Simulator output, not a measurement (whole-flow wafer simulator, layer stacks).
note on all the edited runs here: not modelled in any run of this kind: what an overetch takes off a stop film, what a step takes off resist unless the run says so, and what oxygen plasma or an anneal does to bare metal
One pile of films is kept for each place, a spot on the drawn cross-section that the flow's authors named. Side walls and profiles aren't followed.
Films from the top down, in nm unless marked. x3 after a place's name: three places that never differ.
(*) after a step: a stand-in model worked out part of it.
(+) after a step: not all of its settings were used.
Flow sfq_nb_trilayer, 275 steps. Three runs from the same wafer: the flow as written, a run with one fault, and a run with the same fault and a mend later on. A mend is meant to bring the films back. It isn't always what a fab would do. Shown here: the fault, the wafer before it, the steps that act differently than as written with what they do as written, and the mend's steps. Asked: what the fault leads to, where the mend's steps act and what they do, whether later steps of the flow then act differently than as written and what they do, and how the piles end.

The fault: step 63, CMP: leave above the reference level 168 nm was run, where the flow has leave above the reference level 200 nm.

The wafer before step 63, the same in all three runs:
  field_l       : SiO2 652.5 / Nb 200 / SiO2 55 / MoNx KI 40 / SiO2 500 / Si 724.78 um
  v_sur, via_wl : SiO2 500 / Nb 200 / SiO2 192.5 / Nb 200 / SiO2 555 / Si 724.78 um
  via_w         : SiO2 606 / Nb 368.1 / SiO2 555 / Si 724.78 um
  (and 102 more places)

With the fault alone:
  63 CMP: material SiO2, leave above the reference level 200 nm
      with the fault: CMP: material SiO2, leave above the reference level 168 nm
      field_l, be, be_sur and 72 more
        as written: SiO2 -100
        with the fault: SiO2 -132
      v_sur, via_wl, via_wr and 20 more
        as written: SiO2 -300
        with the fault: SiO2 -332
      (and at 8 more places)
  Later steps of the flow that act differently than as written (4 more steps differ only slightly, by at most 2% or 0.5 nm, whichever is larger, and aren't shown):
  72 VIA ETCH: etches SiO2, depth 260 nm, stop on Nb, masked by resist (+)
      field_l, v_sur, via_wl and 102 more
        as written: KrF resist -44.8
        with the fault: KrF resist -43.4
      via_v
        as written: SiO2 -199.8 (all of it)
        with the fault: SiO2 -167.8 (all of it)
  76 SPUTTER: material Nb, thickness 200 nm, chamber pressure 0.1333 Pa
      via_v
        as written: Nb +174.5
        with the fault: Nb +181.1
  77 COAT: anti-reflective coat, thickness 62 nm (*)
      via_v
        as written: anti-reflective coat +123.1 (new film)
        with the fault: anti-reflective coat +114.6 (new film)
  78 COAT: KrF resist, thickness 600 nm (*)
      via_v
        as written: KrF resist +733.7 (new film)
        with the fault: KrF resist +708.5 (new film)
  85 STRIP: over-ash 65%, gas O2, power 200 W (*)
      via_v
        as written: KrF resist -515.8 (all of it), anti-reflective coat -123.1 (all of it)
        with the fault: KrF resist -490.6 (all of it), anti-reflective coat -114.6 (all of it)
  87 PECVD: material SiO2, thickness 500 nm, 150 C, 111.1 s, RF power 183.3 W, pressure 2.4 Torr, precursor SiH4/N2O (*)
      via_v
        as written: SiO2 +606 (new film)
        with the fault: SiO2 +542.9 (new film)
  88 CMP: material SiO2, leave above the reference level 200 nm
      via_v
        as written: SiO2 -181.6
        with the fault: SiO2 -157.1
  At the end the piles differ from the flow's by more than 2% or 0.5 nm, whichever is larger, at v_sur, via_wl, via_w and 36 more.
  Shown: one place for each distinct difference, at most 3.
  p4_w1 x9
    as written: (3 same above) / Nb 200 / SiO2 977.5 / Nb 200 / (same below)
    with the fault: (3 same above) / Nb 200 / SiO2 945.5 / Nb 200 / (same below)
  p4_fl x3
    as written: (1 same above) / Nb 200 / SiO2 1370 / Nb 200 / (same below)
    with the fault: (1 same above) / Nb 200 / SiO2 1338 / Nb 200 / (same below)
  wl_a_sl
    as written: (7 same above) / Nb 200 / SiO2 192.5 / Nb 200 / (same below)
    with the fault: (7 same above) / Nb 200 / SiO2 160.5 / Nb 200 / (same below)

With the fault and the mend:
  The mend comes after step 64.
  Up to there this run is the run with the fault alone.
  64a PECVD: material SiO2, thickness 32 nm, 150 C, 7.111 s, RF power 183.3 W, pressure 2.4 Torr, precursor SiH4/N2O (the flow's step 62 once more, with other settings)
      field_l, v_sur, via_wl and 103 more
        SiO2 +32
  No later step of the flow acts differently than as written at any place that is followed.
  At the end the piles are the same as the flow's at every place that both follow.
